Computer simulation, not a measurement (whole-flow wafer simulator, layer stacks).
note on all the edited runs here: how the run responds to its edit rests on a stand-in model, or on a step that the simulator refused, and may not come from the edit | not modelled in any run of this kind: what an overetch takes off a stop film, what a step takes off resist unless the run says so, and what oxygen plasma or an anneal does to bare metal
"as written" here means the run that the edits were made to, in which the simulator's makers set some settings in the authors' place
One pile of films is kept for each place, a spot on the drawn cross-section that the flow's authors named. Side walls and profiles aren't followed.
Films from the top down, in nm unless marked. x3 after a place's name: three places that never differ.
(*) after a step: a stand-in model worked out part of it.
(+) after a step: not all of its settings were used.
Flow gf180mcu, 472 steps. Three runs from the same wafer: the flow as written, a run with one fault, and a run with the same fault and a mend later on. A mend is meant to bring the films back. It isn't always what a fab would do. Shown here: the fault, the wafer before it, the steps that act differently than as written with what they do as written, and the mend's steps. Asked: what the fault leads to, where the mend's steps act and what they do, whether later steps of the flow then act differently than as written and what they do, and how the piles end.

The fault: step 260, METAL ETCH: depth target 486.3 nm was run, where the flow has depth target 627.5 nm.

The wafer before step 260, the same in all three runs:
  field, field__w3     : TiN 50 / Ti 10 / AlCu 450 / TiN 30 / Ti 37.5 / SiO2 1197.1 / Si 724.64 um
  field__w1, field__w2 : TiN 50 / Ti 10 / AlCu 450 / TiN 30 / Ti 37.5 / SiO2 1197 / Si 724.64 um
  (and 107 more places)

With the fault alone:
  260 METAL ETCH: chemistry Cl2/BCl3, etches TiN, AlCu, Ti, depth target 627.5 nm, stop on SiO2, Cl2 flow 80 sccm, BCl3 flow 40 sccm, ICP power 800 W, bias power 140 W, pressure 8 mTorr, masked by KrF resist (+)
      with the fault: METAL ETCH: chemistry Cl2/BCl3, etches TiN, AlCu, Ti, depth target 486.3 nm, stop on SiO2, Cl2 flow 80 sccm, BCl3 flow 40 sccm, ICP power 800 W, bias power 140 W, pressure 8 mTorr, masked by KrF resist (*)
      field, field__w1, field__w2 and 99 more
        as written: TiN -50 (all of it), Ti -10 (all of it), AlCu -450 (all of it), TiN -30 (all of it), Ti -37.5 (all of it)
        with the fault: TiN -50 (all of it), Ti -10 (all of it), AlCu -426.3
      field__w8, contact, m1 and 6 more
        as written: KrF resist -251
        with the fault: KrF resist -194.5
  Later steps of the flow that act differently than as written:
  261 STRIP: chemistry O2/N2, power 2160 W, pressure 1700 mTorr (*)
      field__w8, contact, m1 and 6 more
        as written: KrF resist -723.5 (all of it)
        with the fault: KrF resist -780 (all of it)
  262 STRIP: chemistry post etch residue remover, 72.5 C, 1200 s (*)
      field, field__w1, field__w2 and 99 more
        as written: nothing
        with the fault: AlCu -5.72
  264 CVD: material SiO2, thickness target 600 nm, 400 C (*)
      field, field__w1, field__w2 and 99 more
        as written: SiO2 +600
        with the fault: SiO2 +600 (new film)
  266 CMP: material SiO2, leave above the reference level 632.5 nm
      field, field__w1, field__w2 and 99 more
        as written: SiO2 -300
        with the fault: SiO2 -385.5
  At the end the piles differ from the flow's by more than 2% or 0.5 nm, whichever is larger, at field, field__w1, field__w2 and 100 more.
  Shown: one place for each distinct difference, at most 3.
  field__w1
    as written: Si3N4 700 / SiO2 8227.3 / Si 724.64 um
    with the fault: Si3N4 700 / SiO2 6944.8 / AlCu 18 / TiN 30 / Ti 37.5 / SiO2 1197 / Si 724.64 um
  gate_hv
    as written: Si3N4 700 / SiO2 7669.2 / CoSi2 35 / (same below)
    with the fault: Si3N4 700 / SiO2 6944.8 / AlCu 18 / TiN 30 / Ti 37.5 / SiO2 638.9 / CoSi2 35 / (same below)
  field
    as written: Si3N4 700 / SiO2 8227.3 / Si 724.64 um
    with the fault: Si3N4 700 / SiO2 6944.8 / AlCu 18 / TiN 30 / Ti 37.5 / SiO2 1197.1 / Si 724.64 um

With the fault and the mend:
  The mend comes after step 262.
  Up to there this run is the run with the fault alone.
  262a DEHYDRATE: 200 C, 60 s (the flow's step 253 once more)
      changes no film at any place that is followed
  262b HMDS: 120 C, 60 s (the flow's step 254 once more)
      changes no film at any place that is followed
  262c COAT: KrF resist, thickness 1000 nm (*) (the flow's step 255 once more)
      iso_ptap_pw, iso_ntap_nw, iso_nw_fld and 33 more
        KrF resist +1000 (new film)
      field_sub, field_sub__w1, field_sub__w2 and 12 more
        KrF resist +1002.8 (new film)
      field__w11, field__w13, p_well and 7 more
        KrF resist +1003.2 (new film)
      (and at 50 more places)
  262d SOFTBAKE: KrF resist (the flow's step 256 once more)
      changes no film at any place that is followed
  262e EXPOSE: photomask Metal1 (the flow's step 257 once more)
      changes no film at any place that is followed
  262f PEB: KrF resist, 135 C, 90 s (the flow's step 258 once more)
      field__w1, field__w2, field__w3 and 56 more
        KrF resist -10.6
      iso_ptap_pw, iso_ntap_nw, iso_nw_fld and 33 more
        KrF resist -10.5
      gate_hv, sd_p
        KrF resist -10.7
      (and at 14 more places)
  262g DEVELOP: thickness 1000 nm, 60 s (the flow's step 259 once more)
      iso_ptap_pw, iso_ntap_nw, iso_nw_fld and 33 more
        KrF resist -989.5 (all of it)
      field_sub__w4, ld_sd_p, ld_gate_p and 8 more
        KrF resist -992.3 (all of it)
      p_well, sti, spacer and 7 more
        KrF resist -992.6 (all of it)
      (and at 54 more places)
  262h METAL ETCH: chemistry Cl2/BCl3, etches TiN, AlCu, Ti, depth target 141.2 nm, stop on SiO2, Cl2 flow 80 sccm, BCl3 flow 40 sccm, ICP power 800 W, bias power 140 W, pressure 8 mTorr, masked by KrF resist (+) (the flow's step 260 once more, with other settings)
      field, field__w1, field__w2 and 99 more
        AlCu -18 (all of it), TiN -30 (all of it), Ti -37.5 (all of it)
      field__w8, contact, m1 and 6 more
        KrF resist -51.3
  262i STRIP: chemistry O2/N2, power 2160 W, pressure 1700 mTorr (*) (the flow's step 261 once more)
      field__w8
        KrF resist -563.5 (all of it)
      contact
        KrF resist -561.4 (all of it)
      m1
        KrF resist -564.4 (all of it)
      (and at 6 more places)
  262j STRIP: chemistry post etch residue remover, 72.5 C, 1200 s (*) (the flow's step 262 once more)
      field__w8, contact, m1 and 6 more
        TiN -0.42
  No later step of the flow acts differently than as written, at any place that is followed, by more than 2% or 0.5 nm, whichever is larger.
  At the end the piles differ from the flow's only slightly at the places that both follow, by at most 2% or 0.5 nm, whichever is larger.
